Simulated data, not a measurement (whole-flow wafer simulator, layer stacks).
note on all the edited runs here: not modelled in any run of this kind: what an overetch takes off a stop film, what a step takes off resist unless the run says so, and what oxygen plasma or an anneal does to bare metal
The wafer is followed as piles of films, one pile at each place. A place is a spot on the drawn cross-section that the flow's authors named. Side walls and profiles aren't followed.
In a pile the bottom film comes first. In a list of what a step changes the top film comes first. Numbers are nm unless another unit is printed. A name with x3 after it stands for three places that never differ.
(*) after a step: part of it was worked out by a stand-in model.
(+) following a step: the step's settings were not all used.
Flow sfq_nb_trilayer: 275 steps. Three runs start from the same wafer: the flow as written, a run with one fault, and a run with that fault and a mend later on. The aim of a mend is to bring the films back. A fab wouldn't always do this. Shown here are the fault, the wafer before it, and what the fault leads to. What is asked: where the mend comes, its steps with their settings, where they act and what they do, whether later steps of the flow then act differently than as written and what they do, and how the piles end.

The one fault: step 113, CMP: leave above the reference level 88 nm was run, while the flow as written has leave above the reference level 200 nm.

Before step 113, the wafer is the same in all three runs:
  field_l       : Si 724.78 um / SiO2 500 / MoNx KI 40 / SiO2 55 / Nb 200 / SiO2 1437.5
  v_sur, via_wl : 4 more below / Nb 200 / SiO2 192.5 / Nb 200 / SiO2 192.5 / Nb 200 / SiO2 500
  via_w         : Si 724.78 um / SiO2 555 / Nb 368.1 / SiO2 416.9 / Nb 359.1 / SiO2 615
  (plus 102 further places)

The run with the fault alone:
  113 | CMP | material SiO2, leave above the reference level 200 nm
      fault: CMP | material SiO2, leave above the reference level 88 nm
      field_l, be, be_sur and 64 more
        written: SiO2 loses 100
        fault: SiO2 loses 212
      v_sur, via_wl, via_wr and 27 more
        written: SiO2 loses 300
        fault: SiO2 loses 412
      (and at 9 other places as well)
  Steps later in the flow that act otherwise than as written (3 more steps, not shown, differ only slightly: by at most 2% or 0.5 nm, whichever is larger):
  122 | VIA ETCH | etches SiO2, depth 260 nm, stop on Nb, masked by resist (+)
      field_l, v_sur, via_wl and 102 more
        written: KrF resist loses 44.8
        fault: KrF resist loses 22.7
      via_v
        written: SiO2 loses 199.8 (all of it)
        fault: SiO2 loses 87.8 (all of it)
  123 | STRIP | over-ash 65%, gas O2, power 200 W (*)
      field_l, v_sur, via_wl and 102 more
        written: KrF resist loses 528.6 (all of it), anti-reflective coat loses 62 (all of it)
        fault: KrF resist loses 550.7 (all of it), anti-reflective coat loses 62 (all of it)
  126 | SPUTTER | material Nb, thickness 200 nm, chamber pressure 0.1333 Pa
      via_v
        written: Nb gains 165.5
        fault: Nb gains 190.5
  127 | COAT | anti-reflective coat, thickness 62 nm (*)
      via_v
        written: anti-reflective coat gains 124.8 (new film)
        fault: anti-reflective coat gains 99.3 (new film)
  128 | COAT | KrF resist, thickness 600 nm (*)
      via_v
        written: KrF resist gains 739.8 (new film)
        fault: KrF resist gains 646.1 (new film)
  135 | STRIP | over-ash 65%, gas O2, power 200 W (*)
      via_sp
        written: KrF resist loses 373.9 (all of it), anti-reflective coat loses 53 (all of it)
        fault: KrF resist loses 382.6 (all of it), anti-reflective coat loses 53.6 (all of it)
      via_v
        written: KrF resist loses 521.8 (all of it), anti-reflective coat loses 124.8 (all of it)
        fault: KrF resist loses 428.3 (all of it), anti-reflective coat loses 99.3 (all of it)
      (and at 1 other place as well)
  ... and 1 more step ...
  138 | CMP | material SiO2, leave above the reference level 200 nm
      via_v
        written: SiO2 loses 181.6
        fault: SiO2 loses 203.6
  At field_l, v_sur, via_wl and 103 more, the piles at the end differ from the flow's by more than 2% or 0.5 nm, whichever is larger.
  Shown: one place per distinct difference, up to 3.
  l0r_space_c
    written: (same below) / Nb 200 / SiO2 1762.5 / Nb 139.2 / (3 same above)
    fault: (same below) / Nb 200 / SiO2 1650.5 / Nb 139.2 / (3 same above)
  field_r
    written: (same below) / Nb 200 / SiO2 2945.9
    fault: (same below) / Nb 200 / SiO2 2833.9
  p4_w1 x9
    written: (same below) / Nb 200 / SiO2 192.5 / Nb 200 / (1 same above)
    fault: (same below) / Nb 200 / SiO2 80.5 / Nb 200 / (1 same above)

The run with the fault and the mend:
  After step 120 comes the mend.
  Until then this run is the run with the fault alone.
  120a | STRIP | over-ash 65%, gas O2, power 200 W (*)
      field_l, v_sur, via_wl and 102 more
        KrF resist loses 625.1 (all of it), anti-reflective coat loses 62 (all of it)
      via_v
        anti-reflective coat loses 62 (all of it)
  120b | PECVD | material SiO2, thickness 112 nm, 150 C, 24.89 s, RF power 183.3 W, pressure 2.4 Torr, precursor SiH4/N2O (a further turn of the flow's step 112, with different settings)
      field_l, v_sur, via_wl and 103 more
        SiO2 gains 112
  120c | COAT | anti-reflective coat, thickness 62 nm (a further turn of the flow's step 115)
      field_l, v_sur, via_wl and 103 more
        anti-reflective coat gains 62 (new film)
  120d | COAT | KrF resist, thickness 650 nm (a further turn of the flow's step 116)
      field_l, v_sur, via_wl and 103 more
        KrF resist gains 650 (new film)
  120e | SOFTBAKE | KrF resist (a further turn of the flow's step 117)
      alters no film at any place that is followed
  120f | EXPOSE | photomask I3, dose 11.91 mJ/cm2, NA 0.6, wavelength 248 nm (*) (a further turn of the flow's step 118)
      alters no film at any place that is followed
  120g | PEB | KrF resist, 90 s (a further turn of the flow's step 119)
      field_l, v_sur, via_wl and 103 more
        KrF resist loses 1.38
  120h | DEVELOP | KrF resist, thickness 650 nm, 60 s (a further turn of the flow's step 120)
      field_l, v_sur, via_wl and 102 more
        KrF resist loses 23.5
      via_v
        KrF resist loses 648.6 (all of it)
  None of the later steps of the flow acts differently than as written at any place that is followed.
  By the end, the piles equal the flow's at every place that both follow.
